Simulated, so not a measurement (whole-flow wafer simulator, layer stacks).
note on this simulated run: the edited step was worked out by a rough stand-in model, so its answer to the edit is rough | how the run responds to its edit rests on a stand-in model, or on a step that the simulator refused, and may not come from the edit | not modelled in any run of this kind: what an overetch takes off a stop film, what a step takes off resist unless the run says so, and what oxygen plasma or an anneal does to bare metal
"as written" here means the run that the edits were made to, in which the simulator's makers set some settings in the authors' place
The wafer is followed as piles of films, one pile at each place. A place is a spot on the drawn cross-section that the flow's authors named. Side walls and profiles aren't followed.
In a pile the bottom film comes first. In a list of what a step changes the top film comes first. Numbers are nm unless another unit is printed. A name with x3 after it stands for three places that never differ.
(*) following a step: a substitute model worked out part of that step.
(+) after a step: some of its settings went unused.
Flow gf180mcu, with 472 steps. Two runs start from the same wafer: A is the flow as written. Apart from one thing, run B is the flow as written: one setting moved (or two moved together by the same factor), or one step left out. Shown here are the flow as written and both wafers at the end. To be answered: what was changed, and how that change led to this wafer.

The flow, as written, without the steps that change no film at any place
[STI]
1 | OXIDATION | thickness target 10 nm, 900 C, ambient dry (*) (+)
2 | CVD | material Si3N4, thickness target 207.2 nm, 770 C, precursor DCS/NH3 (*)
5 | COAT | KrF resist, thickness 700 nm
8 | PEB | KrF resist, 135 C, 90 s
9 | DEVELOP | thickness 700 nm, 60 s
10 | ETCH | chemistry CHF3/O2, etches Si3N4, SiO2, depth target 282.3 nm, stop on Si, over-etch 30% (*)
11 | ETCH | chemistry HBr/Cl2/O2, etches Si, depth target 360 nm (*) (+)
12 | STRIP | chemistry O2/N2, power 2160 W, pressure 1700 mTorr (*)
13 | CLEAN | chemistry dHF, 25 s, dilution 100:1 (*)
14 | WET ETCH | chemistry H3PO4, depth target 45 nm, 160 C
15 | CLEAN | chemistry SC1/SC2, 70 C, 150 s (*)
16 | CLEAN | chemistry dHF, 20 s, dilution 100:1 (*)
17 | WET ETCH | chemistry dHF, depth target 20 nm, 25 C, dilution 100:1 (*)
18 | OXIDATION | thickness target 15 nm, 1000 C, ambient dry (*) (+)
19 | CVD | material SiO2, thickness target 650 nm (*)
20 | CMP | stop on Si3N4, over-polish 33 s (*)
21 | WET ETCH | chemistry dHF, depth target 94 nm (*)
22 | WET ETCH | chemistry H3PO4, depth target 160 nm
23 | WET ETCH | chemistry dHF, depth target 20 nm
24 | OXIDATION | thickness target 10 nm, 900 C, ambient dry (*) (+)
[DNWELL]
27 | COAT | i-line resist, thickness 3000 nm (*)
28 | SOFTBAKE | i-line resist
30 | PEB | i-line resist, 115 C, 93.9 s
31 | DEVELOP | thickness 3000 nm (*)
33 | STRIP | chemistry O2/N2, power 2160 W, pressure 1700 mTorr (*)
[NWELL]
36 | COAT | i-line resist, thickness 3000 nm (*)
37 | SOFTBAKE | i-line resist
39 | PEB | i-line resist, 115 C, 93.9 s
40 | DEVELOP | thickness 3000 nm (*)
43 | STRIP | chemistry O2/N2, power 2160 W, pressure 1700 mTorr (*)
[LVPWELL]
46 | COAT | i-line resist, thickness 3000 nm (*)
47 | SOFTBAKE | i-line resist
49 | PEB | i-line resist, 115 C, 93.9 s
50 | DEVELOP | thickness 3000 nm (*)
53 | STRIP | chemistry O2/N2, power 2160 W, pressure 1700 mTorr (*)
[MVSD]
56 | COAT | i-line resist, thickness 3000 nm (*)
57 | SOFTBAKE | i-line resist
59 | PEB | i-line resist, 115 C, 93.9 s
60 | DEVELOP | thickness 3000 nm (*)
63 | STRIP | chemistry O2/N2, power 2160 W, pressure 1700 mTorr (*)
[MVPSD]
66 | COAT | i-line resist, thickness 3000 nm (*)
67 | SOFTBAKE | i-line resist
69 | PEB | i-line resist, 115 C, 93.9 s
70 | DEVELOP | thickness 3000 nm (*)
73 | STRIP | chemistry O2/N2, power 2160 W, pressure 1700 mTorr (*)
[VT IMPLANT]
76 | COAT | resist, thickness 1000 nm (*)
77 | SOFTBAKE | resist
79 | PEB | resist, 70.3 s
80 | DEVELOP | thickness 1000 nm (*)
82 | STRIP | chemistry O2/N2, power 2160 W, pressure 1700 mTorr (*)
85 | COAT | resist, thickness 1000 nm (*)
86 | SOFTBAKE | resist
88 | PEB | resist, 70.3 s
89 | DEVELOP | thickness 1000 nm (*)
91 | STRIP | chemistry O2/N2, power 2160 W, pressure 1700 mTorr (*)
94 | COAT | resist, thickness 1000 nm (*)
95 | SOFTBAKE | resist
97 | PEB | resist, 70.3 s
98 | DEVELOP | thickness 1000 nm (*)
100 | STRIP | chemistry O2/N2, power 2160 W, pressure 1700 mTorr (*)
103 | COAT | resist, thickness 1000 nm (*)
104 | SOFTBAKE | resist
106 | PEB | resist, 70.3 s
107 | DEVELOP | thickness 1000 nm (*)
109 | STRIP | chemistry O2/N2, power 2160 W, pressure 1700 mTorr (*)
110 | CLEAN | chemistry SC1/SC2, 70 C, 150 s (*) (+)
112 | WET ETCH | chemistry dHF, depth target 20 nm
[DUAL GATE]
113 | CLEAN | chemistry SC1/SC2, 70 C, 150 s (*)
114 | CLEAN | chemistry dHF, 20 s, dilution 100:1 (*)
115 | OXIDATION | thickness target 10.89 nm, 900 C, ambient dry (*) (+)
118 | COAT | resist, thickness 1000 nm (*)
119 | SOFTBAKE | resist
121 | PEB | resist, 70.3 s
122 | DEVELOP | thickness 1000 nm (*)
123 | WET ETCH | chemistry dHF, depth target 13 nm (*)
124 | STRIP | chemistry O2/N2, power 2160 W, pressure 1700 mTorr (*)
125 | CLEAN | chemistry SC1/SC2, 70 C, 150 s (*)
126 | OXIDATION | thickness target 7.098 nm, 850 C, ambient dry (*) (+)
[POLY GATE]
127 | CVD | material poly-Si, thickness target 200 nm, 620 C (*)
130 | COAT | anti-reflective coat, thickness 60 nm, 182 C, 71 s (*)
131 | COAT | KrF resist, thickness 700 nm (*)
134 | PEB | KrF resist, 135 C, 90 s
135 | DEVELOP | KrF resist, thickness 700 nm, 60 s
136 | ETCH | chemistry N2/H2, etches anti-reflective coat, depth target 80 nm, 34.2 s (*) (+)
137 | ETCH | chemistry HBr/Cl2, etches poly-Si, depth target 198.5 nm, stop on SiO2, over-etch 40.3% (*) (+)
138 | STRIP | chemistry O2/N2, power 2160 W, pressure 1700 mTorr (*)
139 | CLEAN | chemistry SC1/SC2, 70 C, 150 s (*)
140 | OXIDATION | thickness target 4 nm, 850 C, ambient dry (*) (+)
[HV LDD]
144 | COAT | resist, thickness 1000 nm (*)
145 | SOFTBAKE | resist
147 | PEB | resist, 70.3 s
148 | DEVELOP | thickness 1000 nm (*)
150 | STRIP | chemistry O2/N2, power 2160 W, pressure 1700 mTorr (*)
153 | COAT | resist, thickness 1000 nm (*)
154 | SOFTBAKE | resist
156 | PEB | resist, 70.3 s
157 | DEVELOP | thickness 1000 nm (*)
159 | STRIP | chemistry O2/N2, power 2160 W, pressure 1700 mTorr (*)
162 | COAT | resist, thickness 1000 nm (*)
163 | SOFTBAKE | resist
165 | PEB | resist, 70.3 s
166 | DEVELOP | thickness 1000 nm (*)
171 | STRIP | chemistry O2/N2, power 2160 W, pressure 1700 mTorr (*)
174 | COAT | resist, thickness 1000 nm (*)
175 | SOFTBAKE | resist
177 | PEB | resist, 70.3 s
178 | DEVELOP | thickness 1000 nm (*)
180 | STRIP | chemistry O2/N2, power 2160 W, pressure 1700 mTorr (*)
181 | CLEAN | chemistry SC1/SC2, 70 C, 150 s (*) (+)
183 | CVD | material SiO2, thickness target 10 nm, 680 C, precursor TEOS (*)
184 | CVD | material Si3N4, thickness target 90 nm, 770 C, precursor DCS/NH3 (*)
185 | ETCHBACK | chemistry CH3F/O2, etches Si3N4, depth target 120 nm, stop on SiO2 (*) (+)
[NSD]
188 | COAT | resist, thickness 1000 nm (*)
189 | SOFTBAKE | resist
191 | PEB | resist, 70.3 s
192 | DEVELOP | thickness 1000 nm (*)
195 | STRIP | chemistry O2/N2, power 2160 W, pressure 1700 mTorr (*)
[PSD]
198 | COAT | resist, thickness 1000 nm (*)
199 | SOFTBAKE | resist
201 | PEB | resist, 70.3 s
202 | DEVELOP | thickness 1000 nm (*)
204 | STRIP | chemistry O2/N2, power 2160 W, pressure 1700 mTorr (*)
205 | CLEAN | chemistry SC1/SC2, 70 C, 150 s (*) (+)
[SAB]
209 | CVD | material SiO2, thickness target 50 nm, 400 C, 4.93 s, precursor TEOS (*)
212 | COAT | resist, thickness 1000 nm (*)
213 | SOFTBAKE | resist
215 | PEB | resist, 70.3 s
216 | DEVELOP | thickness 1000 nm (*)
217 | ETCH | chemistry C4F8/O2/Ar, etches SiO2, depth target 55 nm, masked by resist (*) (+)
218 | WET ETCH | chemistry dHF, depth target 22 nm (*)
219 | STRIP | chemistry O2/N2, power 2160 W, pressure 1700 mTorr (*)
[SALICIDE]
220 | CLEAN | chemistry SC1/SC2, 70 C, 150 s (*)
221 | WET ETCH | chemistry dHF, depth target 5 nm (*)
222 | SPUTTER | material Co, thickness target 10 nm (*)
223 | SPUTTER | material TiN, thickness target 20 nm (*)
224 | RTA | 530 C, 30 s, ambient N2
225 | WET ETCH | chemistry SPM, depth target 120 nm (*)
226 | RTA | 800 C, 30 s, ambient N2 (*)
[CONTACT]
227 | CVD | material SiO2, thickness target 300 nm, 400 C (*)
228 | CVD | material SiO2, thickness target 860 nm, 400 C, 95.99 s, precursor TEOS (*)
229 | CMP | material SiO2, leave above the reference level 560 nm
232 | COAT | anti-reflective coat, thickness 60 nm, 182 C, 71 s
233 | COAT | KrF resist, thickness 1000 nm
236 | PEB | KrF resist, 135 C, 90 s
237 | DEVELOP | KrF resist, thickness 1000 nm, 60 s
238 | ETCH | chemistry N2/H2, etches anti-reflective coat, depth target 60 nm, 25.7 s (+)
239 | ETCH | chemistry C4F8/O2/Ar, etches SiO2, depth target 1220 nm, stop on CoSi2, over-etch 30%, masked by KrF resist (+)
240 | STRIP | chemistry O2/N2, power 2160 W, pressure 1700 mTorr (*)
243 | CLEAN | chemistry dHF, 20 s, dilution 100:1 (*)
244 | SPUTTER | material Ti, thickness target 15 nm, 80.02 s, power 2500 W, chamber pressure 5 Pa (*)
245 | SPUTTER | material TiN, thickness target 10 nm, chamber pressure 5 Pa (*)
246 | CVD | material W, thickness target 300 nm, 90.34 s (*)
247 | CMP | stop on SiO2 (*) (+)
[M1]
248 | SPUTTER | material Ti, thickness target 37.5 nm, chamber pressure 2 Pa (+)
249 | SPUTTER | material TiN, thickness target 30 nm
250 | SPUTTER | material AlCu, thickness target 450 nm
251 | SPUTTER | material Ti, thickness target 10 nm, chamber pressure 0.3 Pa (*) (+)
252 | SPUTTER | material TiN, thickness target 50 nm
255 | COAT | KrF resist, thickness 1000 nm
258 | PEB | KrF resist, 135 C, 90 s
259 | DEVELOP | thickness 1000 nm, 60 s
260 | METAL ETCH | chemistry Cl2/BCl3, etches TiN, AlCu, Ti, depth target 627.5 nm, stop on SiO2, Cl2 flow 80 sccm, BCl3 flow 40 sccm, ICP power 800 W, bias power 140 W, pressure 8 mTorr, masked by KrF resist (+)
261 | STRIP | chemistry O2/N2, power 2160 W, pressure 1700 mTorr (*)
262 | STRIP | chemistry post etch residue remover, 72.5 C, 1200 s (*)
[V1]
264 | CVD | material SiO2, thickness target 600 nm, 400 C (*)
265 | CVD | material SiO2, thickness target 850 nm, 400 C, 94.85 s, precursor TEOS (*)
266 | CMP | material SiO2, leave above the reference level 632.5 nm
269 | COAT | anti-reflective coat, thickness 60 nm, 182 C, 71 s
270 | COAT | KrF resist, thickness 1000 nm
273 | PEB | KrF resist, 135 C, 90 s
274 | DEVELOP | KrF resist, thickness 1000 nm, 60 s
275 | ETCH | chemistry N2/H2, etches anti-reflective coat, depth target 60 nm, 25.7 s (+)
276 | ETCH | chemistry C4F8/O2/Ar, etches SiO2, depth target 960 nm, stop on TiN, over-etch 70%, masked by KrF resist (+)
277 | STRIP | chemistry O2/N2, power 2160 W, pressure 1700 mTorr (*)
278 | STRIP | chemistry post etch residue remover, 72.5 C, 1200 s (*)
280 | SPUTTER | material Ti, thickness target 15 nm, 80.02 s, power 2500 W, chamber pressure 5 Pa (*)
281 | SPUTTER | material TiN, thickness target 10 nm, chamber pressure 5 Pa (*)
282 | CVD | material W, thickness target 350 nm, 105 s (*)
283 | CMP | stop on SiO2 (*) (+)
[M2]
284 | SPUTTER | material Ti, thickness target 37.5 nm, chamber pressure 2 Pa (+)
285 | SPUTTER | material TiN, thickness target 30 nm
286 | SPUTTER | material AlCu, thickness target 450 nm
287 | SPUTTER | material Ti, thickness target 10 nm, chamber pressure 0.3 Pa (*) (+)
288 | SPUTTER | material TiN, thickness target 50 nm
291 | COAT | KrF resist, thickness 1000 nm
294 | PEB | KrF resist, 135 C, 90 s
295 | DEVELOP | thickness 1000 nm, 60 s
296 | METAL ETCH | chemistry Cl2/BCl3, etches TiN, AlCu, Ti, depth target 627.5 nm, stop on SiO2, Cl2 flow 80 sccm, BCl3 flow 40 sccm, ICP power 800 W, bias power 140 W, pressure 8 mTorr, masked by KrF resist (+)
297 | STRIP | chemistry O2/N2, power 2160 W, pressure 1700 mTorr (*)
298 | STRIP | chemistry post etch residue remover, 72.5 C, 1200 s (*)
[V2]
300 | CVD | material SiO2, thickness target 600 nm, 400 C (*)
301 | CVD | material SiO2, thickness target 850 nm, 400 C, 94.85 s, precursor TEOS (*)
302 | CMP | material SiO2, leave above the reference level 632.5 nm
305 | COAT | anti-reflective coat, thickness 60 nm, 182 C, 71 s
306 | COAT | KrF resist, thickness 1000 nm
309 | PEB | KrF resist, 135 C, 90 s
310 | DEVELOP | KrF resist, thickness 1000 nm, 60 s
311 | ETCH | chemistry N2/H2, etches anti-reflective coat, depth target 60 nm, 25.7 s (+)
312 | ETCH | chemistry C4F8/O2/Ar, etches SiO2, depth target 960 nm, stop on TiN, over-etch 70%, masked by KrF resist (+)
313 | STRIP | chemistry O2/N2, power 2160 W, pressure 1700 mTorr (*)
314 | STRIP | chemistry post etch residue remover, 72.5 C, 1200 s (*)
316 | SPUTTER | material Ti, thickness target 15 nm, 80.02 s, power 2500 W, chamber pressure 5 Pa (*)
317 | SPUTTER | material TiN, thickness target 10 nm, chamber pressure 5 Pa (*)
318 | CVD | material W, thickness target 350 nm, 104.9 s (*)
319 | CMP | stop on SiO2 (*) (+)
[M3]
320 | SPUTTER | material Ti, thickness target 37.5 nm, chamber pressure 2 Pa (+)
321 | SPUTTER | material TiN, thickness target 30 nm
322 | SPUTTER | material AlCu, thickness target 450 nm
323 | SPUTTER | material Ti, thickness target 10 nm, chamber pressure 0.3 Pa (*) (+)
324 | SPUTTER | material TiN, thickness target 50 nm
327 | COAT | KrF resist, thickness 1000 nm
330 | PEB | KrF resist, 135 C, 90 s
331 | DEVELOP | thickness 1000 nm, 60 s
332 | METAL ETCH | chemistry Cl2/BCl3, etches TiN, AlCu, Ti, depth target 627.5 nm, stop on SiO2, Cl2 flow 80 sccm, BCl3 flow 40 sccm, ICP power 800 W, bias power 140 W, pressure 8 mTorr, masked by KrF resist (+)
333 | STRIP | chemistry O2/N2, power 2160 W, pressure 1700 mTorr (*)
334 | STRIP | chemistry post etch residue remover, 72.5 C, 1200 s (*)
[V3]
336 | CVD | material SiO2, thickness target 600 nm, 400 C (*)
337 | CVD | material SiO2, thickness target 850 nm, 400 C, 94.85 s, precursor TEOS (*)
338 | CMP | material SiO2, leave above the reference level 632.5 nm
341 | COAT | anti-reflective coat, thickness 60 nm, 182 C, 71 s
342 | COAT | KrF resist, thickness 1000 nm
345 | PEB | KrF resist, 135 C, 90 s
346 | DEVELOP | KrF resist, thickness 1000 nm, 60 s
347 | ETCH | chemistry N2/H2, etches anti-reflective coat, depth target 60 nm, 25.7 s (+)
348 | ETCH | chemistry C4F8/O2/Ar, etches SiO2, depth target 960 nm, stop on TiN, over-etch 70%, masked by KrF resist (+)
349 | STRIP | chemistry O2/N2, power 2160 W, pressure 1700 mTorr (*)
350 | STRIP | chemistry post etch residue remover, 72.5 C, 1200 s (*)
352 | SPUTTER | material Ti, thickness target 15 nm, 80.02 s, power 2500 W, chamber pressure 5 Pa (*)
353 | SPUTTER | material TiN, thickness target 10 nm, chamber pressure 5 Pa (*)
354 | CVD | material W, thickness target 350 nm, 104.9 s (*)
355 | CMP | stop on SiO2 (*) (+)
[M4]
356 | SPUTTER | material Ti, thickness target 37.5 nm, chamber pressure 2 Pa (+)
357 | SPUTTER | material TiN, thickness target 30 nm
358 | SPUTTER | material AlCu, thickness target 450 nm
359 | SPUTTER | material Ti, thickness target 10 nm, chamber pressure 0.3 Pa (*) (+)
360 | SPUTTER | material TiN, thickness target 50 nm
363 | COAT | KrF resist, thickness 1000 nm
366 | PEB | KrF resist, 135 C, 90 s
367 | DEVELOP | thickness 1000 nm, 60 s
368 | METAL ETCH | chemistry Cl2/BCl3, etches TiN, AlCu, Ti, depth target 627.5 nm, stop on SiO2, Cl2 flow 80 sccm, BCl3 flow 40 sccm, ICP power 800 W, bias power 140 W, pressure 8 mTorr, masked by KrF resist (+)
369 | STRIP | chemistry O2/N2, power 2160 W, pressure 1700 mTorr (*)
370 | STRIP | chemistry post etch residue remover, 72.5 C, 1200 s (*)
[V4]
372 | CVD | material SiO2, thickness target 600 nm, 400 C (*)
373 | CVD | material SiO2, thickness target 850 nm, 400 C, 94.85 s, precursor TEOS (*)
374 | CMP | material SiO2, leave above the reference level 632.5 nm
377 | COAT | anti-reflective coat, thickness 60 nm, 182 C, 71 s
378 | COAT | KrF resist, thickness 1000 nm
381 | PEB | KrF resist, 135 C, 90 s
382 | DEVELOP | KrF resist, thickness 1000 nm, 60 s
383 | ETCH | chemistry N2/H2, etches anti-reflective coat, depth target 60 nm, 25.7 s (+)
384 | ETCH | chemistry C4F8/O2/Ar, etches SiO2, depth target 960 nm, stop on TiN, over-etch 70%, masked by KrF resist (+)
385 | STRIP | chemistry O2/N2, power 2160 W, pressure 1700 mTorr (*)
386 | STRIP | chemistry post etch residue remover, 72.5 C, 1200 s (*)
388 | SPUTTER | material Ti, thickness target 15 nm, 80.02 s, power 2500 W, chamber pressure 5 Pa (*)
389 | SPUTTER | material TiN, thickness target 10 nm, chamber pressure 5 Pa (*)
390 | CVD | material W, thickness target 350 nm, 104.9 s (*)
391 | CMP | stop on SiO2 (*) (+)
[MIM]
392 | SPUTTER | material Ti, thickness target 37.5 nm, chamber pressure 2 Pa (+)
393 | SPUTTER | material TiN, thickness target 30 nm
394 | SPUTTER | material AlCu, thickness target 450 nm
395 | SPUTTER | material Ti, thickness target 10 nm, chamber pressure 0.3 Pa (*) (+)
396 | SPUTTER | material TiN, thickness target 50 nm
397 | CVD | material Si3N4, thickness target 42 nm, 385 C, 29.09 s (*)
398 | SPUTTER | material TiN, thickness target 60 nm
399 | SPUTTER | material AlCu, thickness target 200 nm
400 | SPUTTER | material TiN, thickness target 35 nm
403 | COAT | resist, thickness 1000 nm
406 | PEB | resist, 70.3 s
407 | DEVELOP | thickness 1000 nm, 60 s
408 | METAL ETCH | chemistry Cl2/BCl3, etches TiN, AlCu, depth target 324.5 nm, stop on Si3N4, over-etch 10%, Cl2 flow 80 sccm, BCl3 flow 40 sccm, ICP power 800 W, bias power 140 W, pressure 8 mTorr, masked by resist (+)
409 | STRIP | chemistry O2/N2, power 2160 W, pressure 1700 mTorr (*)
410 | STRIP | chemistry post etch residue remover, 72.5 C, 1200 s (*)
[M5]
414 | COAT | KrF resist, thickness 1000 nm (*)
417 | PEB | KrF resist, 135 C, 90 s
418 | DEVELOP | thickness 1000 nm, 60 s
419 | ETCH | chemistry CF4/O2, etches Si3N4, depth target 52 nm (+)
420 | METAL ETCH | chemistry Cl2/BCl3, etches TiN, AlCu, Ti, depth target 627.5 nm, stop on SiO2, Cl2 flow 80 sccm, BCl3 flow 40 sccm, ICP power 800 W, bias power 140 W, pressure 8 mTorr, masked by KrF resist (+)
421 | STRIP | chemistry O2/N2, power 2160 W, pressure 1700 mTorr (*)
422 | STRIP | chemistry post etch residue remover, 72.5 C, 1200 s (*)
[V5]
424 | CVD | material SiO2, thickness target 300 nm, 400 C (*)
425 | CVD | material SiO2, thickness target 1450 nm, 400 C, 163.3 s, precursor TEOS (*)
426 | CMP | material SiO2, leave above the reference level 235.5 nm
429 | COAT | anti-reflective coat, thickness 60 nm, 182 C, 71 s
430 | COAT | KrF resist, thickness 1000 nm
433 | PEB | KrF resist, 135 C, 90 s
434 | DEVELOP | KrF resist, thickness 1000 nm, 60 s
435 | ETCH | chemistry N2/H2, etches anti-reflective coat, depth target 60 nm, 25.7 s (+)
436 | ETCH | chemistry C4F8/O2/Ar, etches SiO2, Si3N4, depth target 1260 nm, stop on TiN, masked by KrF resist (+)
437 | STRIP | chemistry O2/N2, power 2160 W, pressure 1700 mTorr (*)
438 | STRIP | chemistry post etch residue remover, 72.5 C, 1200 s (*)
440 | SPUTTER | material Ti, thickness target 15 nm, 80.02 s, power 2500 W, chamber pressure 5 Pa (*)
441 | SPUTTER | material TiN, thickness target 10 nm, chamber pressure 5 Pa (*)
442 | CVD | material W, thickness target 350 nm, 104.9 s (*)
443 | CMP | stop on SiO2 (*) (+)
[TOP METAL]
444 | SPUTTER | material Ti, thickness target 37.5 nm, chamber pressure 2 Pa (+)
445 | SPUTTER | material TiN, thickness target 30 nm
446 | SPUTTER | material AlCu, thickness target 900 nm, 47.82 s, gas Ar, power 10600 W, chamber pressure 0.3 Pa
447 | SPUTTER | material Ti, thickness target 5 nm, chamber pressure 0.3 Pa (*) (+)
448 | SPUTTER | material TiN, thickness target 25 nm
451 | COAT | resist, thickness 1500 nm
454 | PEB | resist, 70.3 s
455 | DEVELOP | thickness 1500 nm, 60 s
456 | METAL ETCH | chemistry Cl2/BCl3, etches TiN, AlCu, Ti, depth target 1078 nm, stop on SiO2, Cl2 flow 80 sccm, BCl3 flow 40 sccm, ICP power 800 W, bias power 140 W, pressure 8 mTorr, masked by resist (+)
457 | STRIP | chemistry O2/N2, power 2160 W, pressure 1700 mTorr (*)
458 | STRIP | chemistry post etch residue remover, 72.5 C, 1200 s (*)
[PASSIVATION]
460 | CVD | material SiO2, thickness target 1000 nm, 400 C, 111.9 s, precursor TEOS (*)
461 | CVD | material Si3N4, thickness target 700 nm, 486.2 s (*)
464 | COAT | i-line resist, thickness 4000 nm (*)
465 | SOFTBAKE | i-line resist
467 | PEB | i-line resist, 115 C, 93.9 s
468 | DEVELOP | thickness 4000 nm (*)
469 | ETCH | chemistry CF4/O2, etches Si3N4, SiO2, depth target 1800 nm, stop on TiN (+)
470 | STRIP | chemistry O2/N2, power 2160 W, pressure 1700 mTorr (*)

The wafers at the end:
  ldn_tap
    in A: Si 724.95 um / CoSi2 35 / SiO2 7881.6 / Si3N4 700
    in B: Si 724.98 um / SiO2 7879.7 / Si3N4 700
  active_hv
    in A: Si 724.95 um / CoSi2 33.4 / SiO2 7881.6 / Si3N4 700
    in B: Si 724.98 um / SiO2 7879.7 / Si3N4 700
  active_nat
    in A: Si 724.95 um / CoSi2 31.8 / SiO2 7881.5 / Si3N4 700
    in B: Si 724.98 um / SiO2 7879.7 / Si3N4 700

Cause: step 217, ETCH: depth target 22.5 nm was run, though the flow has depth target 55 nm.

Step by step, how the change led to this:
  217 | ETCH | chemistry C4F8/O2/Ar, etches SiO2, depth target 55 nm, masked by resist (*) (+)
      spacer: A SiO2 loses 50 (all of it), Si3N4 loses 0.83 | B SiO2 loses 22.5
      field, field__w1, field__w2 and 96 more: A SiO2 loses 55 | B SiO2 loses 22.5
      (also at 11 further places)
  218 | WET ETCH | chemistry dHF, depth target 22 nm (*)
      ldn_tap, ldn_src, ldn_drn, ldp_tap, ldp_src, ldp_drn, ldp_gr: A SiO2 loses 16 (all of it) | B SiO2 loses 44.3
      ld_drn_n, ld_sd_p: A SiO2 loses 14.8 (all of it) | B SiO2 loses 43.4
      (also at 91 further places)
  219 | STRIP | chemistry O2/N2, power 2160 W, pressure 1700 mTorr (*)
      active_hv, active_nat, ld_sd_n and 11 more: A chemical SiO2 gains 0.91 (new film), Si loses 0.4 | B nothing
  221 | WET ETCH | chemistry dHF, depth target 5 nm (*)
      active_hv, active_nat, ld_sd_n and 10 more: A chemical SiO2 loses 0.76 (all of it) | B SiO2 loses 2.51
      ld_drn_p: A chemical SiO2 loses 0.76 (all of it) | B SiO2 loses 2.73 (all of it)
  223 | SPUTTER | material TiN, thickness target 20 nm (*)
      field__w12: A TiN gains 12 (new film) | B TiN gains 12.8 (new film)
      ld_sd_n: A TiN gains 15.5 (new film) | B TiN gains 16.2 (new film)
  224 | RTA | 530 C, 30 s, ambient N2
      ldn_tap, ldn_src, ldn_drn, ldp_tap, ldp_src, ldp_drn, ldp_gr: A under 1 film: CoSi gains 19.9 (new film), Co loses 10 (all of it), Si loses 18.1 | B nothing
      active_hv: A under 1 film: CoSi gains 19 (new film), Co loses 9.55 (all of it), Si loses 17.3 | B nothing
      (also at 5 further places)
  225 | WET ETCH | chemistry SPM, depth target 120 nm (*)
      ldn_tap, ldn_src, ldn_drn, ldp_tap, ldp_src, ldp_drn, ldp_gr: A TiN loses 20 (all of it) | B TiN loses 20 (all of it), Co loses 10 (all of it)
      active_hv: A TiN loses 19 (all of it) | B TiN loses 19 (all of it), Co loses 9.55 (all of it)
      (also at 6 further places)
  226 | RTA | 800 C, 30 s, ambient N2 (*)
      ldn_tap, ldn_src, ldn_drn, ldp_tap, ldp_src, ldp_drn, ldp_gr: A CoSi2 gains 35 (new film), CoSi loses 19.9 (all of it), Si loses 18.1 | B nothing
      active_hv: A CoSi2 gains 33.4 (new film), CoSi loses 19 (all of it), Si loses 17.3 | B nothing
      (also at 5 further places)
  227 | CVD | material SiO2, thickness target 300 nm, 400 C (*)
      active_hv, active_nat, ld_sd_n and 10 more: A SiO2 gains 300 (new film) | B SiO2 gains 300
  229 | CMP | material SiO2, leave above the reference level 560 nm
      ldn_sep__w1, ldn_sep__w2, ldn_dft and 8 more: A SiO2 loses 311 | B SiO2 loses 322.8
      sti, mim_1p0, pad, dice_street, iso_nw_fld, iso_fld_sub: A SiO2 loses 296.8 | B SiO2 loses 308.6
      (also at 34 further places)
If metal films that touch count as one body, ldn_tap has 0 bodies; the flow as written gives 1 body.
If metal films that touch count as one body, active_hv has 0 bodies; the flow as written gives 1 body.
If metal films that touch count as one body, active_nat has 0 bodies; the flow as written gives 1 body.
